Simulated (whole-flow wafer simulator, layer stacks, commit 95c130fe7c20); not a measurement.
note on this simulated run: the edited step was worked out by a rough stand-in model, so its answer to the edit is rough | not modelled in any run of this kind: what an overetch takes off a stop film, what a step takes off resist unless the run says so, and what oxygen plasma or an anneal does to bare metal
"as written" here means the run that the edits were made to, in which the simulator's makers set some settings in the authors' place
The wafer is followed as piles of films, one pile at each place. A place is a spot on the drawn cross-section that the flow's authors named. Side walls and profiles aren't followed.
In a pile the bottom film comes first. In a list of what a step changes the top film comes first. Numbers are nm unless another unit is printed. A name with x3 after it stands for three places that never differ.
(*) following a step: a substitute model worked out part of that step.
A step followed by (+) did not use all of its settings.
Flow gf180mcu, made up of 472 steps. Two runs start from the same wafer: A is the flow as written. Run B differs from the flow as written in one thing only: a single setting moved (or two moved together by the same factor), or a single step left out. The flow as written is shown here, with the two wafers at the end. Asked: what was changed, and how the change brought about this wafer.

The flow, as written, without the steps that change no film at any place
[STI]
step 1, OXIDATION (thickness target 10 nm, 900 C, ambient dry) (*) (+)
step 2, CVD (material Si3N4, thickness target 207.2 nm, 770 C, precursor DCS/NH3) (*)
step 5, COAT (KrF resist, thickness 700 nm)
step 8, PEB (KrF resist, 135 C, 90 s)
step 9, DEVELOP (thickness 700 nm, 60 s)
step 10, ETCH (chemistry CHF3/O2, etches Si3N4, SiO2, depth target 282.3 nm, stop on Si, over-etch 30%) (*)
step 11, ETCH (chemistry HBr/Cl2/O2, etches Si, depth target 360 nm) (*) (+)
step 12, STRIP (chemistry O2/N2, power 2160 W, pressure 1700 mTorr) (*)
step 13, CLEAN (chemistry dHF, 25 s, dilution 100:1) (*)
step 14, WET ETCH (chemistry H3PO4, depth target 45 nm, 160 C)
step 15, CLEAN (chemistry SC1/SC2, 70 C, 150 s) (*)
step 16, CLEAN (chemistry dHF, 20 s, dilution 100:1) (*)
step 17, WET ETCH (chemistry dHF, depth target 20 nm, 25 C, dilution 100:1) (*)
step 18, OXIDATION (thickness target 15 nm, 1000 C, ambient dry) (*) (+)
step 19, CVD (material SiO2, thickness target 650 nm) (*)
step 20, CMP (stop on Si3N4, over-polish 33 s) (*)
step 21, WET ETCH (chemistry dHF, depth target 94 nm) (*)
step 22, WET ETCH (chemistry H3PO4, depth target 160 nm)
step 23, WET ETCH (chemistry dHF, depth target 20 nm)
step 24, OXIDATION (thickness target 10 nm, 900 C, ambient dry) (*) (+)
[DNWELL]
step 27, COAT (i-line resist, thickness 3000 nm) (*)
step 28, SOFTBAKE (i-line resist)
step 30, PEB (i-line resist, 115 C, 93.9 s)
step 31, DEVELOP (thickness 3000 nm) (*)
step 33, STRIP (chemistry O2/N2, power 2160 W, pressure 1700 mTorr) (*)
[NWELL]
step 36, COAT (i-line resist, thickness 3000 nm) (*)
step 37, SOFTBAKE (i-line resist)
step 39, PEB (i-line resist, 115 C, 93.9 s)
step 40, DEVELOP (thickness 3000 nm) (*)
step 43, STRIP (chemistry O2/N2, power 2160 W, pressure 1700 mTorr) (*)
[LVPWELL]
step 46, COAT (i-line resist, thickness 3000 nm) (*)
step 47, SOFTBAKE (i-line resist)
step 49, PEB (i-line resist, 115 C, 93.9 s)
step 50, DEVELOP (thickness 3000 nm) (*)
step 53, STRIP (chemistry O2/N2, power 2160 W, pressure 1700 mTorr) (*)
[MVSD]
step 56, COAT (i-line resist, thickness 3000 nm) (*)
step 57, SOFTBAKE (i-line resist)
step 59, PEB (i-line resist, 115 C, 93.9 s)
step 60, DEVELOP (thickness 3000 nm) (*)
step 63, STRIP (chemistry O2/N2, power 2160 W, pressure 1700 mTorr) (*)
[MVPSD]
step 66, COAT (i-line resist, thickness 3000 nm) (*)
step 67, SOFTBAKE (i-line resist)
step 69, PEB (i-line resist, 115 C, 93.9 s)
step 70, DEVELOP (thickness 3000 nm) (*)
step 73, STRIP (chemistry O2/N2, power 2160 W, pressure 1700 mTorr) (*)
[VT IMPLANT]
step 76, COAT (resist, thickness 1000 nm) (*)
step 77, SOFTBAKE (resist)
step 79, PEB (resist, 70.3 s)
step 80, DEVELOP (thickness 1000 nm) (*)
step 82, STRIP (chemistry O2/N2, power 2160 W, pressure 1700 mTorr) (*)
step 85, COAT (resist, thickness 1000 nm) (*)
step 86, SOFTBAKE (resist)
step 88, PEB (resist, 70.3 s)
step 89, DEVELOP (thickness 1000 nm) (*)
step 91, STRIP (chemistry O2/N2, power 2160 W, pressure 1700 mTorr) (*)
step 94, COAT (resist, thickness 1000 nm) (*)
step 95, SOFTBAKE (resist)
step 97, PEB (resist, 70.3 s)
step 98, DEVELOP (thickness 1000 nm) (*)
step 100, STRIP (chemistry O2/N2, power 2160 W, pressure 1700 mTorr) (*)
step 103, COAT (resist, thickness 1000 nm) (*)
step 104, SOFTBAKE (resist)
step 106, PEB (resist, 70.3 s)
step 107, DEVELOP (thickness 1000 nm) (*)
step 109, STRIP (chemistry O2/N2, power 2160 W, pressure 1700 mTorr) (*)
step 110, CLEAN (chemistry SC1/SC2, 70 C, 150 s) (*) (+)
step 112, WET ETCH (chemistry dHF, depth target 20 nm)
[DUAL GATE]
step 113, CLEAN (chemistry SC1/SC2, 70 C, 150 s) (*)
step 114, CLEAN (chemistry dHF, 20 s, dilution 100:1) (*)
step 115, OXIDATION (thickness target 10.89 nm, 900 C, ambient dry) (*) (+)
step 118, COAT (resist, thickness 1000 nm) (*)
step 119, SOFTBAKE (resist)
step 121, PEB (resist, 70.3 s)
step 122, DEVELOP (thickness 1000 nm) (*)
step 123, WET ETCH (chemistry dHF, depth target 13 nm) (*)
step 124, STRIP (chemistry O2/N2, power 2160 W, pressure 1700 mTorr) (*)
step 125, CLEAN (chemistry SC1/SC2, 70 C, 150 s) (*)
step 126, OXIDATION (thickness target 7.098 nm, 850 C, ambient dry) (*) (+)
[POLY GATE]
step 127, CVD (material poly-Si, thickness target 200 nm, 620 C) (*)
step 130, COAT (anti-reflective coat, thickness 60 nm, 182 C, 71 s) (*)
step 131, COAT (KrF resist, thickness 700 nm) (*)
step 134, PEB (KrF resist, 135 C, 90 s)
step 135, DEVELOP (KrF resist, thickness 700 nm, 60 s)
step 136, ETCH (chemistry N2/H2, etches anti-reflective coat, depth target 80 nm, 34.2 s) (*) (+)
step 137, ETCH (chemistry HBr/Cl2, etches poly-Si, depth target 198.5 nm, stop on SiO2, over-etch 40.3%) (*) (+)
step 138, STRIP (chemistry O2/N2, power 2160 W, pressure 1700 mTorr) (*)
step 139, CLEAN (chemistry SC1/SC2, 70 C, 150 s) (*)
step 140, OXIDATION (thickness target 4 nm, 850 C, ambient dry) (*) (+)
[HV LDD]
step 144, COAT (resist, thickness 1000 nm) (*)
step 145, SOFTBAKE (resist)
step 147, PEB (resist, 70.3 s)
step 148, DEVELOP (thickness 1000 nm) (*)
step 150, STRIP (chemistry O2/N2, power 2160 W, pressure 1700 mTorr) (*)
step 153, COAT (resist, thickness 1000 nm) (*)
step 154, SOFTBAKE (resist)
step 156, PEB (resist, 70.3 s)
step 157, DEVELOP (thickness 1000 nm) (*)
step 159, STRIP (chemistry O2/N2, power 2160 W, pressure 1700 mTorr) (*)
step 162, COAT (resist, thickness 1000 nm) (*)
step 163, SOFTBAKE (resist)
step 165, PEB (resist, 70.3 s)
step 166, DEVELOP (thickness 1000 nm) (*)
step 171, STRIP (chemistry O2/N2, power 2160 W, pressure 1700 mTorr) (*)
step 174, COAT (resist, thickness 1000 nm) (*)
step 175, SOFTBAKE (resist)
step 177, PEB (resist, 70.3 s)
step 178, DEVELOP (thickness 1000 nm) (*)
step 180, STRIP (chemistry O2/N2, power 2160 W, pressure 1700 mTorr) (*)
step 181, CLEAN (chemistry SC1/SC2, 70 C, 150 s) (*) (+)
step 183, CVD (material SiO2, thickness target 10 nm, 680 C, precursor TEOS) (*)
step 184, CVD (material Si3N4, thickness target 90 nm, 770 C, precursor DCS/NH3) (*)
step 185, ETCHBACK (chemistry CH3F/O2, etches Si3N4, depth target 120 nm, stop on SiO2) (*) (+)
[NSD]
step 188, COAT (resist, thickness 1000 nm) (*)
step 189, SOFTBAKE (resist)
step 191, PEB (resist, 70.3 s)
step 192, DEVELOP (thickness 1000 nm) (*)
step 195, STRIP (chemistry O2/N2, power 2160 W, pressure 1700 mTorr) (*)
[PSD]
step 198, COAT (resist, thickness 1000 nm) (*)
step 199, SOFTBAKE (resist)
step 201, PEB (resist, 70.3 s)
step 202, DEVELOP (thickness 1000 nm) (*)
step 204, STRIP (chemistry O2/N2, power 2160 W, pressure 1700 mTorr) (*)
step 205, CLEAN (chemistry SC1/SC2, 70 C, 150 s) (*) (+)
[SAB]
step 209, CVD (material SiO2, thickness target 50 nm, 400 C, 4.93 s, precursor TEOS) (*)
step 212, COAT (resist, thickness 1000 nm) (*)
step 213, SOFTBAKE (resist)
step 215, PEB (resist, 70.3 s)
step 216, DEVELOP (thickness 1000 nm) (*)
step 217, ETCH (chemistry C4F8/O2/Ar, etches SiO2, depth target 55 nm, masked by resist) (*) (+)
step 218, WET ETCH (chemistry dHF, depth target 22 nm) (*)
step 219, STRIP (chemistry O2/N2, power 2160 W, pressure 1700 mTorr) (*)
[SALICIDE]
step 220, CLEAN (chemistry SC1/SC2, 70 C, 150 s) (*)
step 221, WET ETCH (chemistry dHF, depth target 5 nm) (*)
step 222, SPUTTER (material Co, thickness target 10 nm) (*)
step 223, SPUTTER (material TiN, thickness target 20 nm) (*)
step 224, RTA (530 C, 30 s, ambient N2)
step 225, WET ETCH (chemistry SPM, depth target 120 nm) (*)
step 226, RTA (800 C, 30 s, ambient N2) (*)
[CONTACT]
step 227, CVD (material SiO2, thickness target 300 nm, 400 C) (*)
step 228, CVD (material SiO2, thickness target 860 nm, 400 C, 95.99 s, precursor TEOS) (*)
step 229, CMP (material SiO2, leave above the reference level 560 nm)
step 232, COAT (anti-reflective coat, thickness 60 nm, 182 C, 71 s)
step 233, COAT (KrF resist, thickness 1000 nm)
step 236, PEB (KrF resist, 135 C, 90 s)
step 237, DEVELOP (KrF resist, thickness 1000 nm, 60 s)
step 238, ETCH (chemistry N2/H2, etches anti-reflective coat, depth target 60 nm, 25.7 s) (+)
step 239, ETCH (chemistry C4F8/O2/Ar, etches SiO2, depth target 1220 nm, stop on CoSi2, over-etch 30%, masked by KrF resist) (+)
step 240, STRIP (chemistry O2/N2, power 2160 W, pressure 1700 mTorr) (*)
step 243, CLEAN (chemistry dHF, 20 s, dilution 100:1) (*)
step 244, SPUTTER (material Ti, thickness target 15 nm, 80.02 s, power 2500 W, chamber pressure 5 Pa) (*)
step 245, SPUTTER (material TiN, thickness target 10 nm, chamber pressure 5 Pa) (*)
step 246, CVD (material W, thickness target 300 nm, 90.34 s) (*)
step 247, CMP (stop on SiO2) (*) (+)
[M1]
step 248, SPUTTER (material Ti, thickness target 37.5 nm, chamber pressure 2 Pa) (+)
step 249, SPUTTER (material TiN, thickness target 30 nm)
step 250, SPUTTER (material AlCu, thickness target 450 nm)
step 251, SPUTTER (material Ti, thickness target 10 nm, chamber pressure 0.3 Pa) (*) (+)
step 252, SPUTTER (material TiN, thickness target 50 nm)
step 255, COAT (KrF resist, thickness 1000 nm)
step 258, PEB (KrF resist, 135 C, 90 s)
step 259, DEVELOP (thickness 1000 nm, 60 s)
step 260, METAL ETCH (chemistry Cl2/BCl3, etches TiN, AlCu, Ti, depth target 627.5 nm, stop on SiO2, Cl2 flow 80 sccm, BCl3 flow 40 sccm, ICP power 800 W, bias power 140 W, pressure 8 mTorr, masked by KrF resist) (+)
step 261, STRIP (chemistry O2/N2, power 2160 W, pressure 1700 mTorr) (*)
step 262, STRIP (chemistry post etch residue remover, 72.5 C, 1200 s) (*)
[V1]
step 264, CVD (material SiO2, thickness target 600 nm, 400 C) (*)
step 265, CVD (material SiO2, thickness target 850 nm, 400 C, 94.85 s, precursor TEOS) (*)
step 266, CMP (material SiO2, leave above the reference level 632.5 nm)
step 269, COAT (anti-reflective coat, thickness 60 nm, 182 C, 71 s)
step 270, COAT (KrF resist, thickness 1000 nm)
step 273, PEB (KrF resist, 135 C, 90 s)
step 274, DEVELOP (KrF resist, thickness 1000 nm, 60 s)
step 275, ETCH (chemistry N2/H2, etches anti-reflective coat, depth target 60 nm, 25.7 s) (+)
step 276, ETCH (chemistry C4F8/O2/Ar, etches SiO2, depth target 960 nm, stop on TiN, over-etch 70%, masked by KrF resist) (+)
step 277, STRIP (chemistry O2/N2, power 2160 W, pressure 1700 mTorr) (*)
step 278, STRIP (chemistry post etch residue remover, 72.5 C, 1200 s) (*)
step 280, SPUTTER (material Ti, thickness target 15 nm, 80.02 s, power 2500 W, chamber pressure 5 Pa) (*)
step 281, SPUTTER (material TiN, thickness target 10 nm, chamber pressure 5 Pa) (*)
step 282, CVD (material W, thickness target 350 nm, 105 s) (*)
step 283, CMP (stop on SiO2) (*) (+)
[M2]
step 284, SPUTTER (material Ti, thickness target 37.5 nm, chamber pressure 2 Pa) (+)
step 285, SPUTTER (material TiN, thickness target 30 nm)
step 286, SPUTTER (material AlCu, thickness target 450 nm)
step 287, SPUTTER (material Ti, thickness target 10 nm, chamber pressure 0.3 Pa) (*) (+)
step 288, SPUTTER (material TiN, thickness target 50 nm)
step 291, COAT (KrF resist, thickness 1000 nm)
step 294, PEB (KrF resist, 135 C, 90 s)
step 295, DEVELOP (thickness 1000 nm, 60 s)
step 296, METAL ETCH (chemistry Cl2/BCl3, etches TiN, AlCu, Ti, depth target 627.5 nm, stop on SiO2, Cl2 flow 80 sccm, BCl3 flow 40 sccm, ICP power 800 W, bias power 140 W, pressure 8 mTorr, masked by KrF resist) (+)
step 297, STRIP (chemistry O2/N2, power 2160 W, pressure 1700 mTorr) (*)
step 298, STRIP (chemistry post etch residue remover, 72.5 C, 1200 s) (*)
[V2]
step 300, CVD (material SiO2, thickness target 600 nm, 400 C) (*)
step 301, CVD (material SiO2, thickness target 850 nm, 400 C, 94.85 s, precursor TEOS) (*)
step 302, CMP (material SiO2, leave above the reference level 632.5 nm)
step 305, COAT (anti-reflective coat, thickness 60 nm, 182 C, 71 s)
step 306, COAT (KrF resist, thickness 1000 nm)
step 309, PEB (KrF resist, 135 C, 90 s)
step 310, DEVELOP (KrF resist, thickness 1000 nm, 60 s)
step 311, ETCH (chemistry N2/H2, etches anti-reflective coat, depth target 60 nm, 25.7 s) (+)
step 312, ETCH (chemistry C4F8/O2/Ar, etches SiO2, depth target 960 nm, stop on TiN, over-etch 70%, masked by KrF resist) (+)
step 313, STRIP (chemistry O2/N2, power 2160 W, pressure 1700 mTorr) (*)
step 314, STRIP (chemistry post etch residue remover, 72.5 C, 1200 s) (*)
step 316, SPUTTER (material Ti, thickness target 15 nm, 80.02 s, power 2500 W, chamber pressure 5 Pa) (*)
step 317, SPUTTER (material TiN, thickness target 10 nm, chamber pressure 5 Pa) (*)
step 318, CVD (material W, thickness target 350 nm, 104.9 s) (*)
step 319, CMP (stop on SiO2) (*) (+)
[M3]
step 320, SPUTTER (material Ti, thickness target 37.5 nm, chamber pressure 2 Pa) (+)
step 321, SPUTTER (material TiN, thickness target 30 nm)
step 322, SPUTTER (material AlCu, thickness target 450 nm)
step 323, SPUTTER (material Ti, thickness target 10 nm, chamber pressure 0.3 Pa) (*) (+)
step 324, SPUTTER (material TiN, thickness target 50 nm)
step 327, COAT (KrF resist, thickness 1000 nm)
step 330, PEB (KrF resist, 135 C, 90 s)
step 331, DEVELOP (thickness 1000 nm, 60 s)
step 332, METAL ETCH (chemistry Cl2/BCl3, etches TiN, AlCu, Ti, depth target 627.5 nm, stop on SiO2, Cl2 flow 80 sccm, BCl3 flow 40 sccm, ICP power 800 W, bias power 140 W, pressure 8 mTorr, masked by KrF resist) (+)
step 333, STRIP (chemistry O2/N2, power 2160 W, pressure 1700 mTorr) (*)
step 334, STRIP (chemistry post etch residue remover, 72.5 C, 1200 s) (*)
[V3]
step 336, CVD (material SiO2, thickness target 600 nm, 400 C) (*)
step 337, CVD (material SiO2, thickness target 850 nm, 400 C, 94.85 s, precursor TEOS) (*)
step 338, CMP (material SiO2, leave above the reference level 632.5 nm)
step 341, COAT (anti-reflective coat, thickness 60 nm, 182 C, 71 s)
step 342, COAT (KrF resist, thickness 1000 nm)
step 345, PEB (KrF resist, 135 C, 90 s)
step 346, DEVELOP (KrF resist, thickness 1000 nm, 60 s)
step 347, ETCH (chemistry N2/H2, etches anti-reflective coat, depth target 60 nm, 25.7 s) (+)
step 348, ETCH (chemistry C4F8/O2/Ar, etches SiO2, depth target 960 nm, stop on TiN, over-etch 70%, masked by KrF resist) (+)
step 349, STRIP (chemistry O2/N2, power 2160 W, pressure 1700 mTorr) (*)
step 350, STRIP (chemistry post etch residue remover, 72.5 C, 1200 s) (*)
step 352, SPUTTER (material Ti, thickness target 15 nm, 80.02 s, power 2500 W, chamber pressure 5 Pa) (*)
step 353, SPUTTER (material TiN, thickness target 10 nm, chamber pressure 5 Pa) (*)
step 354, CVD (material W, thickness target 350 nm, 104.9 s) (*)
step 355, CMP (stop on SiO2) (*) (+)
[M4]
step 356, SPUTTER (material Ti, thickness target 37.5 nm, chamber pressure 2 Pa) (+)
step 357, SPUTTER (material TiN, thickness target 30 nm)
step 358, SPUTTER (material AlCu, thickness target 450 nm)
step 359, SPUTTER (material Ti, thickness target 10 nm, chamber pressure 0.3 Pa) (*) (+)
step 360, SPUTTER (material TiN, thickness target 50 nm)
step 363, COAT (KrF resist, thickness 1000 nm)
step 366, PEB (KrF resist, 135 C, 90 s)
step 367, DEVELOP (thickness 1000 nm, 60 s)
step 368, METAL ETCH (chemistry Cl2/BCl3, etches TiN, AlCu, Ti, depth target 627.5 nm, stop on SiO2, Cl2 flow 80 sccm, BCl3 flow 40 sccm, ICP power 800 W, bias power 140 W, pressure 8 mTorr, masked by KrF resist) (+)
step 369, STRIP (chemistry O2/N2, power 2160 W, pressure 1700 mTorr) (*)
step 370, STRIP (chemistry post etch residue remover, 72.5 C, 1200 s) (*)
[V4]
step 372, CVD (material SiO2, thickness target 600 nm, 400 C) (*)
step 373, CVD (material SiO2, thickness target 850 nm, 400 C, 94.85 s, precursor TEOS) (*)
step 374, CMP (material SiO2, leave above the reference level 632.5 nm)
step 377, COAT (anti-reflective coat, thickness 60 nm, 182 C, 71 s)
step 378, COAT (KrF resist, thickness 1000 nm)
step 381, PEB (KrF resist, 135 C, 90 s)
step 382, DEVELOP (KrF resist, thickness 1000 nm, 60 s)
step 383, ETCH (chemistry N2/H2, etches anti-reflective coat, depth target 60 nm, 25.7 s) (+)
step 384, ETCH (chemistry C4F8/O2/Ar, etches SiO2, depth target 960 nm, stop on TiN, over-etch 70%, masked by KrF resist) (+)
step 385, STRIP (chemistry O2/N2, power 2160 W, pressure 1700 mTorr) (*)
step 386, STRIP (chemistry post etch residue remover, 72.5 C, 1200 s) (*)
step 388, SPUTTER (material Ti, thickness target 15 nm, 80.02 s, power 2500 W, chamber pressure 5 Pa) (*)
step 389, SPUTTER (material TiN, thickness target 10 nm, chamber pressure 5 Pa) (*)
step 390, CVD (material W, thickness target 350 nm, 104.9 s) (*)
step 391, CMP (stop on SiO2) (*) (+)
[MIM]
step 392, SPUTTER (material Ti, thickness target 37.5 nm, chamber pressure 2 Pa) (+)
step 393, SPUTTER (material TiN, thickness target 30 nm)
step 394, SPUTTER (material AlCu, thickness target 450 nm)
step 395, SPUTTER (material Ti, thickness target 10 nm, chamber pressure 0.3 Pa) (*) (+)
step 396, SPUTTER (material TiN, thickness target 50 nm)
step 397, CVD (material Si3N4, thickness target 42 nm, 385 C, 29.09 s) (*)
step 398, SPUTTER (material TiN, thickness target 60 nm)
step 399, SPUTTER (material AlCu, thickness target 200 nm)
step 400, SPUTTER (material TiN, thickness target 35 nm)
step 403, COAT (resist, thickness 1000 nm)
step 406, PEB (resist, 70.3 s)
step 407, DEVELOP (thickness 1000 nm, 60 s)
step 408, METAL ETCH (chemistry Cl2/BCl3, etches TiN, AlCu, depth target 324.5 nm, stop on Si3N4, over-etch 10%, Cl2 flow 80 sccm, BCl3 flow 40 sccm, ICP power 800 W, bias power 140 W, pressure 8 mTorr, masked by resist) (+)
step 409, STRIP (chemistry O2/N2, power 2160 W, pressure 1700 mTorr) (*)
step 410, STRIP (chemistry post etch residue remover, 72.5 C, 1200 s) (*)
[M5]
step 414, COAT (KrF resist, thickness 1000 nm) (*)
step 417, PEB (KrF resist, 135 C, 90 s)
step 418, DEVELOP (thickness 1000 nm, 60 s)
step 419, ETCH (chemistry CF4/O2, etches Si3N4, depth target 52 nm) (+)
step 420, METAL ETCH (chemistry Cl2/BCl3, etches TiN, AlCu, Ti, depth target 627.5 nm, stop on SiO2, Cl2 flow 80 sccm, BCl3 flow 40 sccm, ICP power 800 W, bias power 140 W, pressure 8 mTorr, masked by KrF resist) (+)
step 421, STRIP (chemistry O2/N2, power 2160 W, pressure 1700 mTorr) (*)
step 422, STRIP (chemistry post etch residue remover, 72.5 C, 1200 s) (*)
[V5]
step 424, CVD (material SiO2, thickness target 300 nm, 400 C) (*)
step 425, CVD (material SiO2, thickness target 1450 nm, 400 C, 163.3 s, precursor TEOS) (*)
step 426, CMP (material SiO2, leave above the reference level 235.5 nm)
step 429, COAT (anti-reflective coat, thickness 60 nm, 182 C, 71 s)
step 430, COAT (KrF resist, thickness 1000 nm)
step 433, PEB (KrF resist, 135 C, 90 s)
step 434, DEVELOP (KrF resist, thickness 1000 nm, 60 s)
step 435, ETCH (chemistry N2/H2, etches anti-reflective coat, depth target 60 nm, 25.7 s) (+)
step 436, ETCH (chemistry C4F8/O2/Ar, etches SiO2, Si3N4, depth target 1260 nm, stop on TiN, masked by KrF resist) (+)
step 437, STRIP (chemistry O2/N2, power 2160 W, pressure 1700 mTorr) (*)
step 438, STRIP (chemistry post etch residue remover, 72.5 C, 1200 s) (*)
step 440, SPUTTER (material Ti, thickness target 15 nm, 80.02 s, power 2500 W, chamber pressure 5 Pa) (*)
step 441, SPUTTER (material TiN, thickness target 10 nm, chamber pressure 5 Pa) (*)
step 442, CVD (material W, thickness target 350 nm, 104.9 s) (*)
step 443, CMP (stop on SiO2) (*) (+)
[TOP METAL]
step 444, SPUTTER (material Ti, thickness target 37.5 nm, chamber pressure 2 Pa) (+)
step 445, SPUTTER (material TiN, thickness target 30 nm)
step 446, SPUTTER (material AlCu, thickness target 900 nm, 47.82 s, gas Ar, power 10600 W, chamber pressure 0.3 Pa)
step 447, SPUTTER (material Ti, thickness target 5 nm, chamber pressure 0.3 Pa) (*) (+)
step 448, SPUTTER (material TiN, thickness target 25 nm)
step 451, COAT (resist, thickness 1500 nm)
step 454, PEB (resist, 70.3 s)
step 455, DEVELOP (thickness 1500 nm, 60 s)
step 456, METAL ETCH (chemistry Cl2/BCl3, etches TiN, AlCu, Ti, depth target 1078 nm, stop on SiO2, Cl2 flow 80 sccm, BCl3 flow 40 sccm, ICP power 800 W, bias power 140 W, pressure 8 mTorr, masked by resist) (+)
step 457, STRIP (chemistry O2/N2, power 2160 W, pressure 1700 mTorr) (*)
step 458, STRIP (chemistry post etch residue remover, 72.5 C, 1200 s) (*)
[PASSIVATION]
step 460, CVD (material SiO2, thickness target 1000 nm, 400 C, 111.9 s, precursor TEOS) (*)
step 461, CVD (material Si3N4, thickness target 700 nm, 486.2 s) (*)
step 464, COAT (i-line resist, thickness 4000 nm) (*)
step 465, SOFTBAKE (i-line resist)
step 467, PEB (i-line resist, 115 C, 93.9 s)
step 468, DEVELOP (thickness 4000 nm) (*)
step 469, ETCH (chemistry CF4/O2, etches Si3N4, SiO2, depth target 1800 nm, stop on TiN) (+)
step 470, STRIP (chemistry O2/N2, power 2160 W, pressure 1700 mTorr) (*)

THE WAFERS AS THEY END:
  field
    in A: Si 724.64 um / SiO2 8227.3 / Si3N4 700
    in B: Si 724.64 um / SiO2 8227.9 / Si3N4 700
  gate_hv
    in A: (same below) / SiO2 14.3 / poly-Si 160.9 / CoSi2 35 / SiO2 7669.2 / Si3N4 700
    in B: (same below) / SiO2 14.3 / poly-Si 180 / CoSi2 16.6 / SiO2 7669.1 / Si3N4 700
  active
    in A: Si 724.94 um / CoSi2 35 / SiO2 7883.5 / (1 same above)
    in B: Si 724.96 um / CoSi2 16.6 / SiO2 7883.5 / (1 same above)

What caused this: step 222, SPUTTER: thickness target 4.75 nm was run, while the flow as written has thickness target 10 nm.

The path from the change to this, step by step:
  step 222, SPUTTER (material Co, thickness target 10 nm) (*)
      field, field__w7, field__w8 and 71 more: A Co gains 10 (new film) | B Co gains 4.75 (new film)
      field__w2, mim: A Co gains 8.65 (new film) | B Co gains 4.11 (new film)
      (and at 35 other places as well)
  step 224, RTA (530 C, 30 s, ambient N2)
      gate, gate_hv, gate_p and 22 more: A under 1 film: CoSi gains 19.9 (new film), Co loses 10 (all of it), poly-Si loses 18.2 | B under 1 film: CoSi gains 9.44 (new film), Co loses 4.75 (all of it), poly-Si loses 8.65
      active, p_well, sd_n and 11 more: A under 1 film: CoSi gains 19.9 (new film), Co loses 10 (all of it), Si loses 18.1 | B under 1 film: CoSi gains 9.44 (new film), Co loses 4.75 (all of it), Si loses 8.61
      (and at 10 other places as well)
  step 225, WET ETCH (chemistry SPM, depth target 120 nm) (*)
      field, field__w7, field__w8 and 32 more: A TiN loses 20 (all of it), Co loses 10 (all of it) | B TiN loses 20 (all of it), Co loses 4.75 (all of it)
      field__w9, nw_enc_fld_lv__w3: A TiN loses 19.1 (all of it), Co loses 9.6 (all of it) | B TiN loses 19.1 (all of it), Co loses 4.56 (all of it)
      (and at 25 other places as well)
  step 226, RTA (800 C, 30 s, ambient N2) (*)
      gate, gate_hv, gate_p and 22 more: A CoSi2 gains 35 (new film), CoSi loses 19.9 (all of it), poly-Si loses 18.2 | B CoSi2 gains 16.6 (new film), CoSi loses 9.44 (all of it), poly-Si loses 8.65
      active, p_well, sd_n and 11 more: A CoSi2 gains 35 (new film), CoSi loses 19.9 (all of it), Si loses 18.1 | B CoSi2 gains 16.6 (new film), CoSi loses 9.44 (all of it), Si loses 8.61
      (and at 10 other places as well)
